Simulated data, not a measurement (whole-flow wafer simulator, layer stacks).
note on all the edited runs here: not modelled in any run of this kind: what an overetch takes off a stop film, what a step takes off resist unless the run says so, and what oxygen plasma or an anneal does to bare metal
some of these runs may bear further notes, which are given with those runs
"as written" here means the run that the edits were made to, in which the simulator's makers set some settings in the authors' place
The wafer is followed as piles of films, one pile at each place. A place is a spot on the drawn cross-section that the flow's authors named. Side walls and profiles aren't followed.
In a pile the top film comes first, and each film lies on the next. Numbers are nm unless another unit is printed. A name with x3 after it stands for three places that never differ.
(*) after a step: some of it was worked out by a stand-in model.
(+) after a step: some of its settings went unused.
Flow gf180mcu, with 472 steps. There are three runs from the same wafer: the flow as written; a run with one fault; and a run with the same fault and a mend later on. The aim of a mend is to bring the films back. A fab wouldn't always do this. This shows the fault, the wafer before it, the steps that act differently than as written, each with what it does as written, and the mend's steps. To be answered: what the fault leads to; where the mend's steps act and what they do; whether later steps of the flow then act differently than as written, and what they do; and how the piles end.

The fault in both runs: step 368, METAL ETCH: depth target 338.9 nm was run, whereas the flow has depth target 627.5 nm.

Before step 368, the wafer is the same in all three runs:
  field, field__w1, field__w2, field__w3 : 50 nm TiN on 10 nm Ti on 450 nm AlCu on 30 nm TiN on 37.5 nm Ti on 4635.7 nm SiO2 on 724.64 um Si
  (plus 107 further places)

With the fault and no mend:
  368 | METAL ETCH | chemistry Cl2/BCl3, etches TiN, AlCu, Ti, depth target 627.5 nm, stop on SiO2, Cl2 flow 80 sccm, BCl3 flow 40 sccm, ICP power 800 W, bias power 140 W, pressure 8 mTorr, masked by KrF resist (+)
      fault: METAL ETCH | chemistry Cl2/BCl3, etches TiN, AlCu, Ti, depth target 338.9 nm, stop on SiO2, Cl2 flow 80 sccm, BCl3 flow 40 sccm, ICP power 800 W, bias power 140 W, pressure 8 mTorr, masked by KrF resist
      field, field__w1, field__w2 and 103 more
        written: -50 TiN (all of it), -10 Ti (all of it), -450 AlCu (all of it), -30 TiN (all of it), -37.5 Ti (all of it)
        fault: -50 TiN (all of it), -10 Ti (all of it), -278.9 AlCu
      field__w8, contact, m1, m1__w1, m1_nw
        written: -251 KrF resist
        fault: -135.6 KrF resist
  Steps further on in the flow that do not act as written:
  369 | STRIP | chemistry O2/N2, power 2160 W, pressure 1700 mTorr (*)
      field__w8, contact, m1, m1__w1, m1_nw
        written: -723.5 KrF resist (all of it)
        fault: -839 KrF resist (all of it)
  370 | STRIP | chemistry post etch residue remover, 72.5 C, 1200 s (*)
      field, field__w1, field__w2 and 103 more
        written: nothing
        fault: -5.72 AlCu
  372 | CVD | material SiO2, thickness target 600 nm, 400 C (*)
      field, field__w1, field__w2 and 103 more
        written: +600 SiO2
        fault: +600 SiO2 (new film)
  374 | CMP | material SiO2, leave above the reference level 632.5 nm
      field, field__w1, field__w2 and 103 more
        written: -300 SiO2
        fault: -532.9 SiO2
  At field, field__w1, field__w2 and 104 more, the piles at the end differ from the flow's by more than 2% or 0.5 nm, whichever is larger.
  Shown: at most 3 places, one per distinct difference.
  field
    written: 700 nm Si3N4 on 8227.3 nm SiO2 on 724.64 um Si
    fault: 700 nm Si3N4 on 3358.7 nm SiO2 on 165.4 nm AlCu on 30 nm TiN on 37.5 nm Ti on 4635.7 nm SiO2 on 724.64 um Si
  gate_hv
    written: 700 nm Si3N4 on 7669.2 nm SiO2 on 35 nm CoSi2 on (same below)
    fault: 700 nm Si3N4 on 3358.7 nm SiO2 on 165.4 nm AlCu on 30 nm TiN on 37.5 nm Ti on 4077.6 nm SiO2 on 35 nm CoSi2 on (same below)
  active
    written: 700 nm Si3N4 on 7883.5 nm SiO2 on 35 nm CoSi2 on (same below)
    fault: 700 nm Si3N4 on 3358.7 nm SiO2 on 165.4 nm AlCu on 30 nm TiN on 37.5 nm Ti on 4291.9 nm SiO2 on 35 nm CoSi2 on (same below)

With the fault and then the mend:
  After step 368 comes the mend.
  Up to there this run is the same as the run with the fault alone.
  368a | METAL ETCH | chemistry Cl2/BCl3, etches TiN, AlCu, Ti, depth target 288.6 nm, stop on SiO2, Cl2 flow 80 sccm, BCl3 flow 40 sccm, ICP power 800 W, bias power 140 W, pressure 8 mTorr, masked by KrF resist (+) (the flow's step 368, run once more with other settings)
      field, field__w1, field__w2 and 103 more
        -171.1 AlCu (all of it), -30 TiN (all of it), -37.5 Ti (all of it)
      field__w8, contact, m1, m1__w1, m1_nw
        -115.4 KrF resist
  None of the later steps of the flow acts differently than as written at any place that is followed.
  At every place that both follow, the piles at the end match the flow's.
